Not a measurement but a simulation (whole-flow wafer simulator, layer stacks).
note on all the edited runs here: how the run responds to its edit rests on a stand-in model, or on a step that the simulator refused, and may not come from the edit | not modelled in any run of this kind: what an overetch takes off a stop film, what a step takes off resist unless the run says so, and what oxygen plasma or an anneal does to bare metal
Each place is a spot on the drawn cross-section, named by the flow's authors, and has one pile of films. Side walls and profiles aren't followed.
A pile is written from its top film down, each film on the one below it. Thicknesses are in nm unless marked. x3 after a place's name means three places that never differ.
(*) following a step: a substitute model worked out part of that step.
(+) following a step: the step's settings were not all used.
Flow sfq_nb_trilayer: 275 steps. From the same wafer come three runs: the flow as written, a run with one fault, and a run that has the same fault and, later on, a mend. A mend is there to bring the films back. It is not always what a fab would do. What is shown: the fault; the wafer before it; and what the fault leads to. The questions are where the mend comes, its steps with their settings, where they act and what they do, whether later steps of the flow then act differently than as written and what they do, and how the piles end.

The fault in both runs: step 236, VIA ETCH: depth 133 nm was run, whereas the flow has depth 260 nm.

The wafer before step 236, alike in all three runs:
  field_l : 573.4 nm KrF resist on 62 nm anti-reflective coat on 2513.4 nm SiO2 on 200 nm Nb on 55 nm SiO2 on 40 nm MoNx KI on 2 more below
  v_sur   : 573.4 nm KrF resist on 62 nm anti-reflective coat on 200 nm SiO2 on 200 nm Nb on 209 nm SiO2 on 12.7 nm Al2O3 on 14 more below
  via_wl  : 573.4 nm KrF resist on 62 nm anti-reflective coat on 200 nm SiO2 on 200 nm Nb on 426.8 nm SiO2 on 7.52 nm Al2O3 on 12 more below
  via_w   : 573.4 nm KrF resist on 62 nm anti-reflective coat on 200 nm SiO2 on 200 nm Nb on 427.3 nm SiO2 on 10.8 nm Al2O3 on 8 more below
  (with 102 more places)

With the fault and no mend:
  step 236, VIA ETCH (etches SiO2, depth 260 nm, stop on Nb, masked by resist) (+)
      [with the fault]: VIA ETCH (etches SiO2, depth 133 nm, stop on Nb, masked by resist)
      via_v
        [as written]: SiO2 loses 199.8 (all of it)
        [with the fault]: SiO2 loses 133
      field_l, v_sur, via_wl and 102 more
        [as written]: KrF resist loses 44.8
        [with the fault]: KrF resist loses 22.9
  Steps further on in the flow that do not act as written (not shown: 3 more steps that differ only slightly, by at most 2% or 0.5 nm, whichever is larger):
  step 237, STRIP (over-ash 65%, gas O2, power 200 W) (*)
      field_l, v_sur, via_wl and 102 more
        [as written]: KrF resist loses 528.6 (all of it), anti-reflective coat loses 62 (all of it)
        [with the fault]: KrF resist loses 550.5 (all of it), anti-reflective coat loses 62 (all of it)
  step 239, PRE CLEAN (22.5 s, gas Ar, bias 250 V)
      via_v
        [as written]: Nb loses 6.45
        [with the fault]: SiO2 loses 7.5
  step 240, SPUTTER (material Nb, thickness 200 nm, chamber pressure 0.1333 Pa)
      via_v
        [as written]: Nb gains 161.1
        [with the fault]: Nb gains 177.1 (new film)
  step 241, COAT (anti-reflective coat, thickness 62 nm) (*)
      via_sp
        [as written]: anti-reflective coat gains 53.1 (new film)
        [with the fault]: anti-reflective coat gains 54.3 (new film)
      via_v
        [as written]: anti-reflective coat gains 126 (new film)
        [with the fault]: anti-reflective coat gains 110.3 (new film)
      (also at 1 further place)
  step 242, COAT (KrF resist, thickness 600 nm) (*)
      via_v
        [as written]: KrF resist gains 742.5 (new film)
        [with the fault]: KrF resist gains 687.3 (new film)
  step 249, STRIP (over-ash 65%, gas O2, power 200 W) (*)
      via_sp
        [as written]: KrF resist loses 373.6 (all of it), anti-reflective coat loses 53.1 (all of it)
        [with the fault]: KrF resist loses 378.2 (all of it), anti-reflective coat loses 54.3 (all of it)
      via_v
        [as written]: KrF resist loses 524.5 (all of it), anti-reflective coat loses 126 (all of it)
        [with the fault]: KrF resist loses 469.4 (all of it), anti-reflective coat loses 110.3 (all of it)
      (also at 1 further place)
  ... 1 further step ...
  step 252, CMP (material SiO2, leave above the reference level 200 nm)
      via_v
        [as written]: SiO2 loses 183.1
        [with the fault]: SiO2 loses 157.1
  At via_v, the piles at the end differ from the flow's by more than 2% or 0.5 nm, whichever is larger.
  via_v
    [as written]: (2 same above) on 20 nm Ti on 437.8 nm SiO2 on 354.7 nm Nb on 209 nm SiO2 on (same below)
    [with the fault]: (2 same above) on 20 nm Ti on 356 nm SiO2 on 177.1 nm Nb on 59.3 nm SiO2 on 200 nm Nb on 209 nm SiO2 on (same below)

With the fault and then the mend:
  The mend stands after step 237.
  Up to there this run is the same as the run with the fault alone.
  step 237a, COAT (anti-reflective coat, thickness 62 nm) (*) (the flow's step 229, run once more)
      p4_fl x3, p4_w1 x9, p4_g1 x2 and 63 more
        anti-reflective coat gains 62 (new film)
      be_r, r_sur, res and 6 more
        anti-reflective coat gains 61.8 (new film)
      ce_l, c5j, ce_r, sp_r
        anti-reflective coat gains 61.7 (new film)
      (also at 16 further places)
  step 237b, COAT (KrF resist, thickness 650 nm) (*) (the flow's step 230, run once more)
      p4_fl x3, p4_w1 x9, p4_g1 x2 and 63 more
        KrF resist gains 650 (new film)
      field_r, lsp_l, ln_m5, lsp_m, ln_m6, lsp_r, l0_sur, l0v
        KrF resist gains 649.7 (new film)
      res, r_end, moat
        KrF resist gains 649.6 (new film)
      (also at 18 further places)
  step 237c, SOFTBAKE (KrF resist) (the flow's step 231, run once more)
      does not change any film at any place that is followed
  step 237d, EXPOSE (photomask I6, dose 11.91 mJ/cm2, NA 0.6, wavelength 248 nm) (*) (the flow's step 232, run once more)
      does not change any film at any place that is followed
  step 237e, PEB (KrF resist, 90 s) (the flow's step 233, run once more)
      ce_l, c5j, ce_r and 91 more
        KrF resist loses 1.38
      field_l, v_sur, via_wl and 8 more
        KrF resist loses 1.37
      via_v
        KrF resist loses 1.57
  step 237f, DEVELOP (KrF resist, thickness 650 nm, 60 s) (the flow's step 234, run once more)
      field_l, v_sur, via_wl and 102 more
        KrF resist loses 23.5
      via_v
        KrF resist loses 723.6 (all of it)
  step 237g, VIA ETCH (etches anti-reflective coat, depth 125 nm, masked by resist) (+) (the flow's step 235, run once more)
      field_l, v_sur, via_wl and 102 more
        KrF resist loses 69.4
      via_v
        anti-reflective coat loses 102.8 (all of it), SiO2 loses 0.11
  step 237h, VIA ETCH (etches SiO2, depth 127 nm, stop on Nb, masked by resist) (+) (the flow's step 236, run once more with other settings)
      field_l, v_sur, via_wl and 102 more
        KrF resist loses 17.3
      via_v
        SiO2 loses 66.7 (all of it)
  step 237i, STRIP (over-ash 65%, gas O2, power 200 W) (*) (the flow's step 237, run once more)
      p4_fl x3, p4_w1 x9, p4_g1 x2 and 63 more
        KrF resist loses 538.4 (all of it), anti-reflective coat loses 62 (all of it)
      field_r, lsp_l, ln_m5, lsp_m
        KrF resist loses 538.1 (all of it), anti-reflective coat loses 61.8 (all of it)
      ln_m6, lsp_r, l0_sur, l0v
        KrF resist loses 538.1 (all of it), anti-reflective coat loses 61.9 (all of it)
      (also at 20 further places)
  Every later step of the flow that is run acts as written at every place that is followed.
  The piles end the same as the flow's at every place that both follow.
